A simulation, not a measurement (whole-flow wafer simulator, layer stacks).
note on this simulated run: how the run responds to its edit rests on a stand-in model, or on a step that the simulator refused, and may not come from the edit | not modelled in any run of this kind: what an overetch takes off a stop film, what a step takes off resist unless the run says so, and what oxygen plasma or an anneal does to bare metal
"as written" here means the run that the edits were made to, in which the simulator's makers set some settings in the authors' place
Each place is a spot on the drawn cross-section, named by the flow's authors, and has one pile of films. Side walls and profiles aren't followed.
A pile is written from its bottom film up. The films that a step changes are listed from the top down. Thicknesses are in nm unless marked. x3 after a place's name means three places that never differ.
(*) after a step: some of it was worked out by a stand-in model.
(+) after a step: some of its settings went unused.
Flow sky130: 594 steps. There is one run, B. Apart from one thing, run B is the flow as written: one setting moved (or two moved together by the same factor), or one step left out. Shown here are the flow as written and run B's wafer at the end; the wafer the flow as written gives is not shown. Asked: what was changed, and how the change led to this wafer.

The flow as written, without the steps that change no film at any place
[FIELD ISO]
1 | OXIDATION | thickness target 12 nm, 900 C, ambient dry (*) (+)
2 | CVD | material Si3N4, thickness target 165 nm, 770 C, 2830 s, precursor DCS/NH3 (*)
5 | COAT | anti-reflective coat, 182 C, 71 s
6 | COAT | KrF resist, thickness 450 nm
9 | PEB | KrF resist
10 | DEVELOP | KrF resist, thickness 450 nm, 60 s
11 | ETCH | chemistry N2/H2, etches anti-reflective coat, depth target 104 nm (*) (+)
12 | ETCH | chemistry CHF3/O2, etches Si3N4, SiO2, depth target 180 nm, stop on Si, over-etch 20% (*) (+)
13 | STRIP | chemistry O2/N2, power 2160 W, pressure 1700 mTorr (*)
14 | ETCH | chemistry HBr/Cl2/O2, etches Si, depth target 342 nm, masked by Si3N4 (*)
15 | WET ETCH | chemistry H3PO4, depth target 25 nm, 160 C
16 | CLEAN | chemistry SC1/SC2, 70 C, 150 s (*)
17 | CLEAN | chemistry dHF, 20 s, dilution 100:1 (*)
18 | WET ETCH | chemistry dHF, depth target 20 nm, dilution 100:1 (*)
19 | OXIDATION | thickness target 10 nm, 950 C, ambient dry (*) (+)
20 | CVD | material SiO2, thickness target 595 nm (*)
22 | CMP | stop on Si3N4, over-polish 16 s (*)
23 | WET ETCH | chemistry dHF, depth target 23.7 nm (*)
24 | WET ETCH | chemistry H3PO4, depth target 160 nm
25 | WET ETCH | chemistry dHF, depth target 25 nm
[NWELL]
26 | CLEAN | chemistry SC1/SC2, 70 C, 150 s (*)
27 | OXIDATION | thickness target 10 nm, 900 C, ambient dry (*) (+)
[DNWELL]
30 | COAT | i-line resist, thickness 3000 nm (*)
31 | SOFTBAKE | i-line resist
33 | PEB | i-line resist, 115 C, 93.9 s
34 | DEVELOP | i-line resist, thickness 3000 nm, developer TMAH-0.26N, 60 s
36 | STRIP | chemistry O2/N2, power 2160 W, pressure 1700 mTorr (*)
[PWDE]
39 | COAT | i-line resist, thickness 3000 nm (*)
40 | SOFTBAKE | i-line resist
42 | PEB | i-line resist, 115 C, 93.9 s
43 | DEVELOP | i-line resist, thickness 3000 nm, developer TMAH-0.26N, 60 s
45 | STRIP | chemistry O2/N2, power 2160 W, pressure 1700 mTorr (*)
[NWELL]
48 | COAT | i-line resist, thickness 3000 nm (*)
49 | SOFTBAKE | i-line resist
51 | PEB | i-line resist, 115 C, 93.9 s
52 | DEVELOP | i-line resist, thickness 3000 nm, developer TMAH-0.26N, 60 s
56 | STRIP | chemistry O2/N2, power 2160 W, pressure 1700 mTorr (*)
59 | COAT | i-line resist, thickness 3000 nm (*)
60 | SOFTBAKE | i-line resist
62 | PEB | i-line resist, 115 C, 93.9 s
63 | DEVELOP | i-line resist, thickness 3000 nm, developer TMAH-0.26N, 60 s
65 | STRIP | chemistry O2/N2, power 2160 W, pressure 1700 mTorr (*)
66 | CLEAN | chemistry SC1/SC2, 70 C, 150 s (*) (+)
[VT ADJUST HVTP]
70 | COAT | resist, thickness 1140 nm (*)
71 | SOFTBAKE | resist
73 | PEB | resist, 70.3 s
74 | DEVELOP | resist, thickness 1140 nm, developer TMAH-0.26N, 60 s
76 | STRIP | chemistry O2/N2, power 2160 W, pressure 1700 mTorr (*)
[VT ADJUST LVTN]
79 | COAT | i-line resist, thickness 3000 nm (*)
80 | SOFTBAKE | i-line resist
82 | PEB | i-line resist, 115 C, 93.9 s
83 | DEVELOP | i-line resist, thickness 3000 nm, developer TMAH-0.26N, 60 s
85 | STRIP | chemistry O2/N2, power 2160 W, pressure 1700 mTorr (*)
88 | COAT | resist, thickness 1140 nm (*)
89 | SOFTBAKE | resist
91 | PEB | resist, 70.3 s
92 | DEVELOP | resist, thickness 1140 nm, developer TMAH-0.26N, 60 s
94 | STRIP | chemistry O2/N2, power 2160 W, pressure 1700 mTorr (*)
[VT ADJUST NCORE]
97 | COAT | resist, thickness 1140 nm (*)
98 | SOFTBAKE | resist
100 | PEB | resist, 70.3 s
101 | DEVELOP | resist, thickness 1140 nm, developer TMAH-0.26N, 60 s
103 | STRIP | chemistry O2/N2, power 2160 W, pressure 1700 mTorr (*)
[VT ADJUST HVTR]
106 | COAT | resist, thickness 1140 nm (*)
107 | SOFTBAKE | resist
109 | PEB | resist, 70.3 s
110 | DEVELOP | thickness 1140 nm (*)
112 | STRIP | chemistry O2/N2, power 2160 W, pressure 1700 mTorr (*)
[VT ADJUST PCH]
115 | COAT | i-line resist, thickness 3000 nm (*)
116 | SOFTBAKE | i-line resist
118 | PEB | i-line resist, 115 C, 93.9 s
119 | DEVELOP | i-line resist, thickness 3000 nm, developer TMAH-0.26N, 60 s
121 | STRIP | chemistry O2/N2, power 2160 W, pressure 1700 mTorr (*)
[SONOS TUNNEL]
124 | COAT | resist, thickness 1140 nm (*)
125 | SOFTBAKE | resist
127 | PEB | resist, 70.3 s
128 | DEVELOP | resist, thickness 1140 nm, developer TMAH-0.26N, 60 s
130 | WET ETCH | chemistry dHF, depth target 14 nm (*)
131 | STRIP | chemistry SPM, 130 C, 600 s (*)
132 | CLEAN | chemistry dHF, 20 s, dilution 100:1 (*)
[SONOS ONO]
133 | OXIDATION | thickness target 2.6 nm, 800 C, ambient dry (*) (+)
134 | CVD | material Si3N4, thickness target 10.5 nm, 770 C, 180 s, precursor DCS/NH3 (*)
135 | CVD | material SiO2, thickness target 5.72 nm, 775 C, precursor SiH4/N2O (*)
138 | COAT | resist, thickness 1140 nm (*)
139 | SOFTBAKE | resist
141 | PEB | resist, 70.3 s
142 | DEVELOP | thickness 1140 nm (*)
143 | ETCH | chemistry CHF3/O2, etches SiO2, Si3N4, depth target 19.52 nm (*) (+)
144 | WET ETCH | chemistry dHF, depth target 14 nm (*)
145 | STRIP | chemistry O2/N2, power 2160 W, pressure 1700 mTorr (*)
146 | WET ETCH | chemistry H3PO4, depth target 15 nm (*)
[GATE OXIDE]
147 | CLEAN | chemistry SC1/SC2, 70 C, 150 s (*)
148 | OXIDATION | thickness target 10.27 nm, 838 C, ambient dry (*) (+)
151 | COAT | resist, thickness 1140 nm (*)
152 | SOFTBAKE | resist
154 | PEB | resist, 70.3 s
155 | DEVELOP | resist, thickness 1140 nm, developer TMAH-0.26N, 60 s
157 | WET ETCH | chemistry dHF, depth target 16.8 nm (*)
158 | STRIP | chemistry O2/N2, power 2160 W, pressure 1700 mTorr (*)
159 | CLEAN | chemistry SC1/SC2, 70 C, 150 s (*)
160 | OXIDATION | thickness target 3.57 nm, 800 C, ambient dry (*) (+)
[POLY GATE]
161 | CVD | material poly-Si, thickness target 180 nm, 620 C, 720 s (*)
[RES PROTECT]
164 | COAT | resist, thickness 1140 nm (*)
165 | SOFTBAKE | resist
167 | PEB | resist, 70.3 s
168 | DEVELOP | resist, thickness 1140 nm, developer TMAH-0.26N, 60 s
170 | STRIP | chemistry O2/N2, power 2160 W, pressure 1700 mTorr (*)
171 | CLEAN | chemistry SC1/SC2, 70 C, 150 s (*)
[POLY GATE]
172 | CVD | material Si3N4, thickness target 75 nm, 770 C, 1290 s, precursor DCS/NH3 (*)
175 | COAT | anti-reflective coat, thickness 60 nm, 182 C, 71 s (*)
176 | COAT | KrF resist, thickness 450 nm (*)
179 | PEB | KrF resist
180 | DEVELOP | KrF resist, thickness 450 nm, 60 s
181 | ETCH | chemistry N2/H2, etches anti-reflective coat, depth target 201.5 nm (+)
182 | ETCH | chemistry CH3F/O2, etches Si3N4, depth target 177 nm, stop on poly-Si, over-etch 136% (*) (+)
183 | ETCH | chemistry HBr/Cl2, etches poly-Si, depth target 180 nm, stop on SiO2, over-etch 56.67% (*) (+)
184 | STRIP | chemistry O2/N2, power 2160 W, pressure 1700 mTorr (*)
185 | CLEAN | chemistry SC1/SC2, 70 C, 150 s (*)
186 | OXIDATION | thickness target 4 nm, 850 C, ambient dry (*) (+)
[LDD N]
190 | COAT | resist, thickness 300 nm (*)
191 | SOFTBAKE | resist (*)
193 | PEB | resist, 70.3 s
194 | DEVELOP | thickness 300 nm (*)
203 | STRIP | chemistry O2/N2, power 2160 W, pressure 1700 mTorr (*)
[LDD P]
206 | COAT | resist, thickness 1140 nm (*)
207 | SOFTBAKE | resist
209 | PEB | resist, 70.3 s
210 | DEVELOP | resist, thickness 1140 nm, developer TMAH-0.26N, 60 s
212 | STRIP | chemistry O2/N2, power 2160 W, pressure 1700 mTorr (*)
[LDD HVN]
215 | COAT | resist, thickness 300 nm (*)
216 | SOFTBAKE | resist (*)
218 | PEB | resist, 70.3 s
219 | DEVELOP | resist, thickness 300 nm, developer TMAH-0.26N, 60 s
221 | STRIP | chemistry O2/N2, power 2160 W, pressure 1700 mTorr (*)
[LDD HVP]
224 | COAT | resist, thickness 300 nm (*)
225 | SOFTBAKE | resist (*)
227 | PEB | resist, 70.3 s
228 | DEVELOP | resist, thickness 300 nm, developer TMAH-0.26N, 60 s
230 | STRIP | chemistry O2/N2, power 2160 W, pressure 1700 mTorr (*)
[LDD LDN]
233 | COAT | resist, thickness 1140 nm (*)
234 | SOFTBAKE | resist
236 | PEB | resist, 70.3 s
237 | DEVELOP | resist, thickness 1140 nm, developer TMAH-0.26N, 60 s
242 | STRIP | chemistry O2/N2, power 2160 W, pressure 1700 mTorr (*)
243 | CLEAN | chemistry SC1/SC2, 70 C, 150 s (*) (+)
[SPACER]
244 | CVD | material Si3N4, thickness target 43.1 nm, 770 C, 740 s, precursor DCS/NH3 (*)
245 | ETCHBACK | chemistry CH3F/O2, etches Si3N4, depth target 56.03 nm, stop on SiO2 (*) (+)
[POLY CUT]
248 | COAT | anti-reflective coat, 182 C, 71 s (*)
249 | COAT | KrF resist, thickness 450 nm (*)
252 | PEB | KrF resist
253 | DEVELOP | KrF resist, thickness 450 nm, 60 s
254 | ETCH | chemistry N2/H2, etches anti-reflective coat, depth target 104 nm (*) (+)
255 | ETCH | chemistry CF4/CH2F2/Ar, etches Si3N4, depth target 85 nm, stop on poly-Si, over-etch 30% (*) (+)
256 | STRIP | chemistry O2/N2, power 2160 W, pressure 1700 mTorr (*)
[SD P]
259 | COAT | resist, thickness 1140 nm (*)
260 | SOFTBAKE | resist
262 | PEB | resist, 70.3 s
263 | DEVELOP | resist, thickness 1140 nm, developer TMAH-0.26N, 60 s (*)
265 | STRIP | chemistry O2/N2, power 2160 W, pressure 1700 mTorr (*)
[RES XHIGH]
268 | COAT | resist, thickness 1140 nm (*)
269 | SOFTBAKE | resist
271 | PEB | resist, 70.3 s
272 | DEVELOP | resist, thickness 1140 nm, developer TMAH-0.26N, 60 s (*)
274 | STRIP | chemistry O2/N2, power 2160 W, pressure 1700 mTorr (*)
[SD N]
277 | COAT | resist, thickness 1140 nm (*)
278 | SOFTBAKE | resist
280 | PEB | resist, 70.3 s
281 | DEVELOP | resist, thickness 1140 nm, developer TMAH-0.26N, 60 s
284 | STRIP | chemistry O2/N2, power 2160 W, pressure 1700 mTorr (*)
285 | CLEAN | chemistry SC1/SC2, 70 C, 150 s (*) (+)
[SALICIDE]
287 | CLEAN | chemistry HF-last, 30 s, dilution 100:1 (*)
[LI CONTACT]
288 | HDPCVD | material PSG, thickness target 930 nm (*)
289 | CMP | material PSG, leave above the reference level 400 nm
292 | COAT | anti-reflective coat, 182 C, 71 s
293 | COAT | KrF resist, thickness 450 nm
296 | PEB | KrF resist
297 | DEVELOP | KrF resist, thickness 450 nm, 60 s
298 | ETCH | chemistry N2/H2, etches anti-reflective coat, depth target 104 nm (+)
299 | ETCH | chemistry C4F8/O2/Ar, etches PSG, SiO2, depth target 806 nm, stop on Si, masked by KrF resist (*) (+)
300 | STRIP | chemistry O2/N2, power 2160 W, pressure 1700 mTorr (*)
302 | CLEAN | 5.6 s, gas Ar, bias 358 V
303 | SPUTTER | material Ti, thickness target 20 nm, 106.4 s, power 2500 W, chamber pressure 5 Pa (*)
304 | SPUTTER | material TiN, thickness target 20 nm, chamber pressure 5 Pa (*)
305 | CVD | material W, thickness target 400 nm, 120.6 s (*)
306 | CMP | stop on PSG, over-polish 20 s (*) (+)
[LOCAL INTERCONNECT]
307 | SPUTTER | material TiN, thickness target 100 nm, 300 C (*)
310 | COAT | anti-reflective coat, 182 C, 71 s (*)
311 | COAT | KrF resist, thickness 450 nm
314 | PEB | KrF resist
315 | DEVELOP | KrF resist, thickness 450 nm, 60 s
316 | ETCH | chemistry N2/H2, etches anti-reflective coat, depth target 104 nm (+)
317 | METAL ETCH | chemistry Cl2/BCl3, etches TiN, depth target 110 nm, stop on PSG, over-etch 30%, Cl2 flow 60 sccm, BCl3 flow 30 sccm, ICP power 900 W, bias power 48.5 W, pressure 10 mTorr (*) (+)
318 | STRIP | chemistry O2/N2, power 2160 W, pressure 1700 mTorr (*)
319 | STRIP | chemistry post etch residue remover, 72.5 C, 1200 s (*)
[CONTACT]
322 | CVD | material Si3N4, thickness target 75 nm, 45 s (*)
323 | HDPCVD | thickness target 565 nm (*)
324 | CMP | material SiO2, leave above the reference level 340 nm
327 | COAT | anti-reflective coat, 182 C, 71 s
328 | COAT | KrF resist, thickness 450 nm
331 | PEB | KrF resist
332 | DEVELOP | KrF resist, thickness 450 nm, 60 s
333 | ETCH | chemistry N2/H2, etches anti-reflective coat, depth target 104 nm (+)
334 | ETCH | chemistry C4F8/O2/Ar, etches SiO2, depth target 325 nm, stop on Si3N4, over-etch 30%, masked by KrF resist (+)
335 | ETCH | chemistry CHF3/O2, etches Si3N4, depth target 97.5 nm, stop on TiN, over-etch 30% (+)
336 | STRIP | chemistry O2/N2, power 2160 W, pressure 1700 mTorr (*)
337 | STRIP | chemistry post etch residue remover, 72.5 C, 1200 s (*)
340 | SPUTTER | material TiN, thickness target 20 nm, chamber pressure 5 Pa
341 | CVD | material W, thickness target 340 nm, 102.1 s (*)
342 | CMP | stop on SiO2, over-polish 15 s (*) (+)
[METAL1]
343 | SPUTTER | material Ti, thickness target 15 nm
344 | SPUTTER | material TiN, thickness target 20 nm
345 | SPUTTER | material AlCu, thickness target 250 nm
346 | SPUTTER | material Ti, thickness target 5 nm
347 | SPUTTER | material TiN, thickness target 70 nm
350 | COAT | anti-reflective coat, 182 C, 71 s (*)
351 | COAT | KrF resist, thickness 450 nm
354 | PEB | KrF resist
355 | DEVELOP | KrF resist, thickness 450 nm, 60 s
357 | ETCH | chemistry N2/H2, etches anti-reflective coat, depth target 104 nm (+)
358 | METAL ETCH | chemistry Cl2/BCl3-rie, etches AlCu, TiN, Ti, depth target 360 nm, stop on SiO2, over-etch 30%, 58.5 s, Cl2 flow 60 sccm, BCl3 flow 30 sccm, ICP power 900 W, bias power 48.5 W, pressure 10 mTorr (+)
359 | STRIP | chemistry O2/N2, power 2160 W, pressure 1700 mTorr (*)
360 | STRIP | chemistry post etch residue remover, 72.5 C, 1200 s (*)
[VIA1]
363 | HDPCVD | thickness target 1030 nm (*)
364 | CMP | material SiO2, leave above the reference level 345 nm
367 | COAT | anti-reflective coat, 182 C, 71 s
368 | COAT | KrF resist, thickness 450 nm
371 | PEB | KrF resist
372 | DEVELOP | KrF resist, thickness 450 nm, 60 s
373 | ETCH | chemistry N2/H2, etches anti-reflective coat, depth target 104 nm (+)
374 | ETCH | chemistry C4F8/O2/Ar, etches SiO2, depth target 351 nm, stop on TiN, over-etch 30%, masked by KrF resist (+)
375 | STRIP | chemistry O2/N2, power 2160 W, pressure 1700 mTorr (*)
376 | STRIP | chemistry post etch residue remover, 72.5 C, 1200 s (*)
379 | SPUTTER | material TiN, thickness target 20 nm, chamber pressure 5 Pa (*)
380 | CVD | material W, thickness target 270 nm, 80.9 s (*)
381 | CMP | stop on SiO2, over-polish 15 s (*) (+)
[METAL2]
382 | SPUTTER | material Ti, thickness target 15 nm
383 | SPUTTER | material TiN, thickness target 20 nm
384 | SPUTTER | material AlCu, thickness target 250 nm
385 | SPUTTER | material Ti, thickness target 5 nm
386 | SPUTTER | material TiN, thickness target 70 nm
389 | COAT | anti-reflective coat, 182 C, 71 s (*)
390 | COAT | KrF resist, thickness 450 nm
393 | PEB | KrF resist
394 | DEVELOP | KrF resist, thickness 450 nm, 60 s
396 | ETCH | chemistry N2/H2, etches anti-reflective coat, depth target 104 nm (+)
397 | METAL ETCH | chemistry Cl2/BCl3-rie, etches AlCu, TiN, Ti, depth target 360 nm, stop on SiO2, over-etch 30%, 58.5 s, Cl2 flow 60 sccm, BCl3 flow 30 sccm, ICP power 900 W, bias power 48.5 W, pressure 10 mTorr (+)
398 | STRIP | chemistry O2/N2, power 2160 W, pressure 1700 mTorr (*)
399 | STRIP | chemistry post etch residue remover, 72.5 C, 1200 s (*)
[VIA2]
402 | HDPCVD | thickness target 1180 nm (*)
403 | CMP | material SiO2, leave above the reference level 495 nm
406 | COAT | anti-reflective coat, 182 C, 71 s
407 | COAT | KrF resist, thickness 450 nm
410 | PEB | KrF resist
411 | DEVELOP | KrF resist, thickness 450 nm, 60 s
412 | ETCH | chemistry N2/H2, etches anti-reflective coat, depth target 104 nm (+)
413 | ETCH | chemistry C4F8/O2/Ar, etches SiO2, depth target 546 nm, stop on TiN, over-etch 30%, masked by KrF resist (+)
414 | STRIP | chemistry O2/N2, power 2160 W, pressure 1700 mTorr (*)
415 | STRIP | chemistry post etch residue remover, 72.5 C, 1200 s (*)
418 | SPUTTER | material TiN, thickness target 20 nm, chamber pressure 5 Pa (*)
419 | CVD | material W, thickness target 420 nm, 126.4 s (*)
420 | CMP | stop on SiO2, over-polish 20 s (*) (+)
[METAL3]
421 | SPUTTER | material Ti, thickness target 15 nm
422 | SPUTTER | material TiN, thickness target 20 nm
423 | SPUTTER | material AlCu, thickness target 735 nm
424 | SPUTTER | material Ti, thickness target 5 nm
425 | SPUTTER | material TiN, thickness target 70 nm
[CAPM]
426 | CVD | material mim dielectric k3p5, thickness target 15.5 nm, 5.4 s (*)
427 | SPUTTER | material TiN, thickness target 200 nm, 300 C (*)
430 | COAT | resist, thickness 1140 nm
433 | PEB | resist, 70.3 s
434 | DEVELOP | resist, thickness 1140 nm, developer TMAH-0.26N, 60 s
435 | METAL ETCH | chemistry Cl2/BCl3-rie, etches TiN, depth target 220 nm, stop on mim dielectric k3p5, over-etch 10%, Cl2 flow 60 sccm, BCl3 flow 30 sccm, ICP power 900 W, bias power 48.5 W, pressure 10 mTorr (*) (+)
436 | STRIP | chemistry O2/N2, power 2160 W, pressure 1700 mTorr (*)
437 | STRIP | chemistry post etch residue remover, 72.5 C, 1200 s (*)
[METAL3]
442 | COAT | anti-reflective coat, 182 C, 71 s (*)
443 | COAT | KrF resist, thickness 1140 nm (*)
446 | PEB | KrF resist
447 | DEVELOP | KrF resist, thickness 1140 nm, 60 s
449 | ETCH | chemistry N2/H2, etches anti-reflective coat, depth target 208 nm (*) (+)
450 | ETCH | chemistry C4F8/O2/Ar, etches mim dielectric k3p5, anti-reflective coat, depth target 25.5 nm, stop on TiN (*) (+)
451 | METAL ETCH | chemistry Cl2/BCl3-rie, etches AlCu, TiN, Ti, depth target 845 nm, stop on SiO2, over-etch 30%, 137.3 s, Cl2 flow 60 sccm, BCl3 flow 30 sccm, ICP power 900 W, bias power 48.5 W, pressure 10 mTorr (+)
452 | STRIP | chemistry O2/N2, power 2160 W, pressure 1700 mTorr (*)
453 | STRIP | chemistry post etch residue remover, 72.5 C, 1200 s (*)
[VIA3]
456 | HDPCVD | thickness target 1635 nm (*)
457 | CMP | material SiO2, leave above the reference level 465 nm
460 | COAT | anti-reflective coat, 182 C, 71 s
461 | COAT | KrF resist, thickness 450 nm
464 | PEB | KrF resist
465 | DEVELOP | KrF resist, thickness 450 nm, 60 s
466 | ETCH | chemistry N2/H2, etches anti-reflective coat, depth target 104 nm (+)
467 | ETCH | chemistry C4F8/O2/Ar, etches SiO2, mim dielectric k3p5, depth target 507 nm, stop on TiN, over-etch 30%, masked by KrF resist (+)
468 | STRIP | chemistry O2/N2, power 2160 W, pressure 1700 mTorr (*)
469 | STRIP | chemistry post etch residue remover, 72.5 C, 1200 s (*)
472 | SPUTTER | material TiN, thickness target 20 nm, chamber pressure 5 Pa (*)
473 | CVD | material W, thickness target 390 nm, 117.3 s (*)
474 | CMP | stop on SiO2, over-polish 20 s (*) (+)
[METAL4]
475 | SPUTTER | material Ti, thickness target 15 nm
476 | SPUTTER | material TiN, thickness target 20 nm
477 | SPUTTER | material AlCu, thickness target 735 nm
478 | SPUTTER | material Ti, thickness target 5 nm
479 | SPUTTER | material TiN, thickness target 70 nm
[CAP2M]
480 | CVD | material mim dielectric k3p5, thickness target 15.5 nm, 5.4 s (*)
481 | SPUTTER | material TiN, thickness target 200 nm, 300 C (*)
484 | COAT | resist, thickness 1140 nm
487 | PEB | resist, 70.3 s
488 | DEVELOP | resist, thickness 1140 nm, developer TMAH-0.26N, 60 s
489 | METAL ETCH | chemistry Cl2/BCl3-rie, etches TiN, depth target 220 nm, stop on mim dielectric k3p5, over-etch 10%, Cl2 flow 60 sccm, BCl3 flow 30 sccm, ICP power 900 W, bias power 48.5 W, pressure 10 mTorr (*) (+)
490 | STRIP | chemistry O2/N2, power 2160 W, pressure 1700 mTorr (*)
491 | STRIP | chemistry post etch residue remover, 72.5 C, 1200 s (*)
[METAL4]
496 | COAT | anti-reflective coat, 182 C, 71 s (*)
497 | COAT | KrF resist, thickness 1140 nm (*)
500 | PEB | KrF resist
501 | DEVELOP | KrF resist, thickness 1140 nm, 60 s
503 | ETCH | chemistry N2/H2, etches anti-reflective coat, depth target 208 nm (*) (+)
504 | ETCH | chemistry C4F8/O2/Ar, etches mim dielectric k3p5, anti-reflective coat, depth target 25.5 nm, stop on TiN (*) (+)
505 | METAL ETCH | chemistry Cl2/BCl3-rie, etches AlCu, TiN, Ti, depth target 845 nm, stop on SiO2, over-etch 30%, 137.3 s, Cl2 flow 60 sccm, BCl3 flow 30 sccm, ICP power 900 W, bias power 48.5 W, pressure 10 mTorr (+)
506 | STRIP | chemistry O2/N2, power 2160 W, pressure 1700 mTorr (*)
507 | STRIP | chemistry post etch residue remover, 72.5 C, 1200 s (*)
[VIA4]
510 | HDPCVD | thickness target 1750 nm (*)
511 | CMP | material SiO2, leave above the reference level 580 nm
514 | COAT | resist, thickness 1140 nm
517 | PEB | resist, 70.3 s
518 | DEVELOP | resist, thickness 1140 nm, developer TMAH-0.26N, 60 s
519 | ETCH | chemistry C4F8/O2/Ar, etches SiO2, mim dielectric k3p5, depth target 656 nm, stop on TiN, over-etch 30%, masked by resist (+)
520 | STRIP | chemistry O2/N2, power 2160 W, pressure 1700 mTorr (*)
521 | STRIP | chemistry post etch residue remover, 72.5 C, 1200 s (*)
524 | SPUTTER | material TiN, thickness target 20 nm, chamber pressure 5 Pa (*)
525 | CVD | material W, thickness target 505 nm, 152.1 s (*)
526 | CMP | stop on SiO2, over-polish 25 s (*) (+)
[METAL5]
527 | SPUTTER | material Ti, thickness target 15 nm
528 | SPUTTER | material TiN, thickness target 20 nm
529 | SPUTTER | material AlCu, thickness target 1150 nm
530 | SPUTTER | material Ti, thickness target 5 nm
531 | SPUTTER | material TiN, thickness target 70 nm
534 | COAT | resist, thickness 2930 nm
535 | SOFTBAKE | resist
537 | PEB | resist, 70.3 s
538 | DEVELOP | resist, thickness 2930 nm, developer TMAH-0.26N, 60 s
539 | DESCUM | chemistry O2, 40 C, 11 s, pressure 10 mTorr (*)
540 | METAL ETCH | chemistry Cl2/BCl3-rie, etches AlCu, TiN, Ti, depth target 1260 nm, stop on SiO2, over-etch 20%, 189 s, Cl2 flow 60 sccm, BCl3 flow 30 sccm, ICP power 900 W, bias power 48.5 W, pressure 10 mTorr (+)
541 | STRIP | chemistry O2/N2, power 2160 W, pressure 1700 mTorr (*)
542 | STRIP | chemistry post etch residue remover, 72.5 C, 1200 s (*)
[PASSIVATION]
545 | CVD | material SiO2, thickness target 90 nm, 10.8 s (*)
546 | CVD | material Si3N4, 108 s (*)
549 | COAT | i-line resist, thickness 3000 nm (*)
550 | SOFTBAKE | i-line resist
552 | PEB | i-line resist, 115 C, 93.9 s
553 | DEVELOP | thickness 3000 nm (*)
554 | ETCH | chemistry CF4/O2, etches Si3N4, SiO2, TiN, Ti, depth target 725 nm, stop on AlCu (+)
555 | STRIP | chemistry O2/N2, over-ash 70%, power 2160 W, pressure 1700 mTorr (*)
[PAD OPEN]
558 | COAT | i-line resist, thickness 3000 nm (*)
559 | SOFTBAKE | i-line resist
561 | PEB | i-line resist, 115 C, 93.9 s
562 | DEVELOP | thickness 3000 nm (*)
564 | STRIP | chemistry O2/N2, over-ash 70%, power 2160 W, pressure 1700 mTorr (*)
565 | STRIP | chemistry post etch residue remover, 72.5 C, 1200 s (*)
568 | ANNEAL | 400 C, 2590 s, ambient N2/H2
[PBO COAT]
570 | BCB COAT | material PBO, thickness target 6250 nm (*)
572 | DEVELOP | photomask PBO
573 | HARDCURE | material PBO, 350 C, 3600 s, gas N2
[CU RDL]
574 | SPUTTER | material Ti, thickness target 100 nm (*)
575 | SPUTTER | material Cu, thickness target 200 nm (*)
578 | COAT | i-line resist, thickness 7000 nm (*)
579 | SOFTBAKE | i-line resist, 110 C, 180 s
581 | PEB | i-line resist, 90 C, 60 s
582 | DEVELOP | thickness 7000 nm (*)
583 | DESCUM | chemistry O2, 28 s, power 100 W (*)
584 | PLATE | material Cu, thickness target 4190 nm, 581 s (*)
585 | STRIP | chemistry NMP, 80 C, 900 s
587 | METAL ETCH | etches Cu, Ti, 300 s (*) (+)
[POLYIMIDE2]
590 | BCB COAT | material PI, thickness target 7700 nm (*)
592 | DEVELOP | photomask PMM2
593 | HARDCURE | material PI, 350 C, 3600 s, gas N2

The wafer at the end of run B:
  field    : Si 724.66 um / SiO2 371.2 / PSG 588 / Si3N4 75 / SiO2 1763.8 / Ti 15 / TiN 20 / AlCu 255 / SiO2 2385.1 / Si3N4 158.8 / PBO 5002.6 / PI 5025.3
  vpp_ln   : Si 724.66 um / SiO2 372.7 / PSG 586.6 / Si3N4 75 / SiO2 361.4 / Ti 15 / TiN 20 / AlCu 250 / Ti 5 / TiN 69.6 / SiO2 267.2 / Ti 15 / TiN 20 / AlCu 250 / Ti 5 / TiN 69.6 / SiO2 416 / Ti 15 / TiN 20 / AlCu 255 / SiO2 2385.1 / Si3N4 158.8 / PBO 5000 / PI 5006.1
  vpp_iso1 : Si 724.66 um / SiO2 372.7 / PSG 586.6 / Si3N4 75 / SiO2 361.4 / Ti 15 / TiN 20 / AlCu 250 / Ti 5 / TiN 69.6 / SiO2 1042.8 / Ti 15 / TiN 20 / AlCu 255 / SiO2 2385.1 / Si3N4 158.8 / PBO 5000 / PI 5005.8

Cause: step 451, METAL ETCH: depth target 422.5 nm was run, whereas the flow has depth target 845 nm; step 451, METAL ETCH: 68.7 s was run, where the flow has 137.3 s.

Step by step, how the change led to this:
  451 | METAL ETCH | chemistry Cl2/BCl3-rie, etches AlCu, TiN, Ti, depth target 845 nm, stop on SiO2, over-etch 30%, 137.3 s, Cl2 flow 60 sccm, BCl3 flow 30 sccm, ICP power 900 W, bias power 48.5 W, pressure 10 mTorr (+)
      field, gate, spacer and 68 more: -70 TiN (all of it), -5 Ti (all of it), -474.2 AlCu (in the flow as written it would be: -70 TiN (all of it), -5 Ti (all of it), -735 AlCu (all of it), -20 TiN (all of it), -15 Ti (all of it), -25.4 SiO2)
      active, vpp_ln, vpp_iso2 and 11 more: -70 TiN (all of it), -5 Ti (all of it), -474.2 AlCu (in the flow as written it would be: -70 TiN (all of it), -5 Ti (all of it), -735 AlCu (all of it), -20 TiN (all of it), -15 Ti (all of it), -25.3 SiO2)
      (and at 107 other places as well)
  452 | STRIP | chemistry O2/N2, power 2160 W, pressure 1700 mTorr (*)
      dice_street, dext_nw_sti, dext_ntap_nw and 45 more: -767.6 KrF resist (all of it), -80 anti-reflective coat (all of it) (in the flow as written it would be: -492.9 KrF resist (all of it), -80 anti-reflective coat (all of it))
      n_well, p_well, gate_hv and 34 more: -767.5 KrF resist (all of it), -80 anti-reflective coat (all of it) (in the flow as written it would be: -492.9 KrF resist (all of it), -80 anti-reflective coat (all of it))
      (and at 22 other places as well)
  453 | STRIP | chemistry post etch residue remover, 72.5 C, 1200 s (*)
      field, active, gate and 82 more: -5.72 AlCu (in the flow as written it would be: nothing)
  456 | HDPCVD | thickness target 1635 nm (*)
      field, active, gate and 82 more: +1635 SiO2 (new film) (in the flow as written it would be: +1635 SiO2)
  457 | CMP | material SiO2, leave above the reference level 465 nm
      field, active, gate and 82 more: -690 SiO2 (in the flow as written it would be: -374.7 SiO2)
If metal films that touch count as one body, field has 1 body; the flow as written gives 0 bodies.
If metal films that touch count as one body, vpp_ln has 3 bodies (between them, from the top down: SiO2 416; SiO2 267.2); the flow as written gives 2 bodies (between them, from the top down: SiO2 267.2).
If metal films that touch count as one body, vpp_iso1 has 2 bodies (between them, from the top down: SiO2 1042.8); the flow as written gives 1 body.
